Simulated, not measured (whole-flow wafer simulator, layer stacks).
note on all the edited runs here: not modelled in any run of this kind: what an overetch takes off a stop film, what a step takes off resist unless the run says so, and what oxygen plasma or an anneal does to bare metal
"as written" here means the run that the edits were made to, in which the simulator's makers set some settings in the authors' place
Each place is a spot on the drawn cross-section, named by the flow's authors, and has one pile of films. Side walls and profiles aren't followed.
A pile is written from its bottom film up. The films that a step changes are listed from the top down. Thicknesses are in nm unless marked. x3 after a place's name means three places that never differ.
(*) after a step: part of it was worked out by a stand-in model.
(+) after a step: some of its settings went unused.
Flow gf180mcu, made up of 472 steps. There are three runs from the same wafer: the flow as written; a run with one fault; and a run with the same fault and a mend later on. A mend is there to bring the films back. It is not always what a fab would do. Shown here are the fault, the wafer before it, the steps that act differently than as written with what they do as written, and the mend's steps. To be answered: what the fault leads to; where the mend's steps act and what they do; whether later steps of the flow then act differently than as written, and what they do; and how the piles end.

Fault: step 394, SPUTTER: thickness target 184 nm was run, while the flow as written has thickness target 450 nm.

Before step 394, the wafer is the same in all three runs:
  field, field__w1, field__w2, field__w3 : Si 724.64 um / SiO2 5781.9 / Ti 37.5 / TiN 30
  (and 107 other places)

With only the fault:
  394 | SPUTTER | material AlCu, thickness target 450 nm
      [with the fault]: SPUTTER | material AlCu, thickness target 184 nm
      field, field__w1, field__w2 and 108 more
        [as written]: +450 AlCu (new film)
        [with the fault]: +184 AlCu (new film)
  Steps later in the flow that act otherwise than as written (1 other step is not shown; it differs only slightly, by no more than 2% or 0.5 nm, whichever is larger):
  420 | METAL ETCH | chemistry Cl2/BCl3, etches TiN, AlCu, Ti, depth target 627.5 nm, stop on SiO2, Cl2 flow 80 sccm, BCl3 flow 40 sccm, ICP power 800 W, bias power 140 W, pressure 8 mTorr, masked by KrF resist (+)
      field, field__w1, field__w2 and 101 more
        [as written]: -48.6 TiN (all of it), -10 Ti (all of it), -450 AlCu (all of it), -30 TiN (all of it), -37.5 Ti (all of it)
        [with the fault]: -48.6 TiN (all of it), -10 Ti (all of it), -184 AlCu (all of it), -30 TiN (all of it), -37.5 Ti (all of it)
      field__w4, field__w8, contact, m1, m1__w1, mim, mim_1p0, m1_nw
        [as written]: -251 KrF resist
        [with the fault]: -186 KrF resist
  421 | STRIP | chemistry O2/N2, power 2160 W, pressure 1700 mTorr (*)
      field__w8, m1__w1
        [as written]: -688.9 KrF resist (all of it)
        [with the fault]: -753.8 KrF resist (all of it)
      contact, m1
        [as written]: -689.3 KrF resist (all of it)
        [with the fault]: -754.3 KrF resist (all of it)
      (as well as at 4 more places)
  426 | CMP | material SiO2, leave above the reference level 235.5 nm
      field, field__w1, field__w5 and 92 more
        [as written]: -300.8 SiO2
        [with the fault]: -566.8 SiO2
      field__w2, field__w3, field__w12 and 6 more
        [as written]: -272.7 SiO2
        [with the fault]: -550.8 SiO2
  By the end, the piles at field, field__w1, field__w2 and 109 more depart from the flow's by more than 2% or 0.5 nm, whichever is larger.
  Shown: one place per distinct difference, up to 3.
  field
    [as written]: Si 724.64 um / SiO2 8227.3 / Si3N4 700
    [with the fault]: Si 724.64 um / SiO2 7961.3 / Si3N4 700
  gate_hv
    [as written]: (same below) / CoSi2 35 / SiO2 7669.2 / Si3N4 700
    [with the fault]: (same below) / CoSi2 35 / SiO2 7403.2 / Si3N4 700
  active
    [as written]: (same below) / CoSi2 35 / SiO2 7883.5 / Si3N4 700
    [with the fault]: (same below) / CoSi2 35 / SiO2 7617.5 / Si3N4 700

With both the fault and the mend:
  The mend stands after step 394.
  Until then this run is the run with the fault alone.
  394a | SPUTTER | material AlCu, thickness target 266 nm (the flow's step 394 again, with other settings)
      field, field__w1, field__w2 and 108 more
        +266 AlCu
  Later steps of the flow that are run all act as written at every place that is followed.
  At every place that both follow, the piles at the end match the flow's.
